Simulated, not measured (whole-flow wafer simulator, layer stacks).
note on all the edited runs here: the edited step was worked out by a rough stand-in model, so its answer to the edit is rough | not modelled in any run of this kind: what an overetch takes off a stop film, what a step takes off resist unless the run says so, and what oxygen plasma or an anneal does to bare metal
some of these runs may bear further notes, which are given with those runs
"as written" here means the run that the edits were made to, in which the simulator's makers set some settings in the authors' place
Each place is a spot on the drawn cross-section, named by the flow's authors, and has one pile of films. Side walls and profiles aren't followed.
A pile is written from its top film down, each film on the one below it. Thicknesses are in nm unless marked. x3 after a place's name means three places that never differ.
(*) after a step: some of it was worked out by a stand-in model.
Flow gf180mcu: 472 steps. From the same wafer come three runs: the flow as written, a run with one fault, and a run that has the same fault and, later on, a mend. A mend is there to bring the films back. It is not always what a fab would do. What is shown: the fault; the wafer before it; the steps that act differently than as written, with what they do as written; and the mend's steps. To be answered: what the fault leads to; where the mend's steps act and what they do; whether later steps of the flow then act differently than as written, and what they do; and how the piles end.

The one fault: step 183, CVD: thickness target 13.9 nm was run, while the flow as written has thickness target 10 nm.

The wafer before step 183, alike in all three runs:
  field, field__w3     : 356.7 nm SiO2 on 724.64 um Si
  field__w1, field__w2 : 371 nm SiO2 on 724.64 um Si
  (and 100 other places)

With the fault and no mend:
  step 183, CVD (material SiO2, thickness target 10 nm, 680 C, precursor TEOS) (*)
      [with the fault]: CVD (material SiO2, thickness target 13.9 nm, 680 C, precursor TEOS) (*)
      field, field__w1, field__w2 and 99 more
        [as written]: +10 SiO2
        [with the fault]: +13.9 SiO2
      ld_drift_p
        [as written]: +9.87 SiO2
        [with the fault]: +13.7 SiO2
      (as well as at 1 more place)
  Later steps of the flow acting differently than as written (21 more steps, not shown, differ only slightly: by at most 2% or 0.5 nm, whichever is larger):
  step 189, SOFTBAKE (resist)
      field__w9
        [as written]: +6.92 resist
        [with the fault]: -3.09 resist
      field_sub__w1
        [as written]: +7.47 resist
        [with the fault]: +9.73 resist
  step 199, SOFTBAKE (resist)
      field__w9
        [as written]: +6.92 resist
        [with the fault]: -3.09 resist
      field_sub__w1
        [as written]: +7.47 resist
        [with the fault]: +9.73 resist
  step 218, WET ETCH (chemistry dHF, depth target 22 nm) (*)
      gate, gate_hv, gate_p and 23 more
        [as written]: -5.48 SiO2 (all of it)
        [with the fault]: -9.38 SiO2 (all of it)
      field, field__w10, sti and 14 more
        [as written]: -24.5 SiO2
        [with the fault]: -25.1 SiO2
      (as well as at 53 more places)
  The piles end different from the flow's at spacer by more than 2% or 0.5 nm, whichever is larger.
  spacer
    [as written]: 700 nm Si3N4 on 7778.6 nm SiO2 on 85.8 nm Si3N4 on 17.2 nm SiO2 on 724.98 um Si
    [with the fault]: 700 nm Si3N4 on 7774.7 nm SiO2 on 85.8 nm Si3N4 on 21.1 nm SiO2 on 724.98 um Si

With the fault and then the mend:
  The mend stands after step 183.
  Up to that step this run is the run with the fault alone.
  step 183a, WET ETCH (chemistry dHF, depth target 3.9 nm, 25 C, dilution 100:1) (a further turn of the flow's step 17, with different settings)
      field, field__w1, field__w2 and 101 more
        -3.9 SiO2
  Later steps of the flow that are run all act as written at every place that is followed, up to a difference of at most 2% or 0.5 nm, whichever is larger.
  At the end the piles are close to the flow's at the places that both follow, differing by at most 2% or 0.5 nm, whichever is larger.
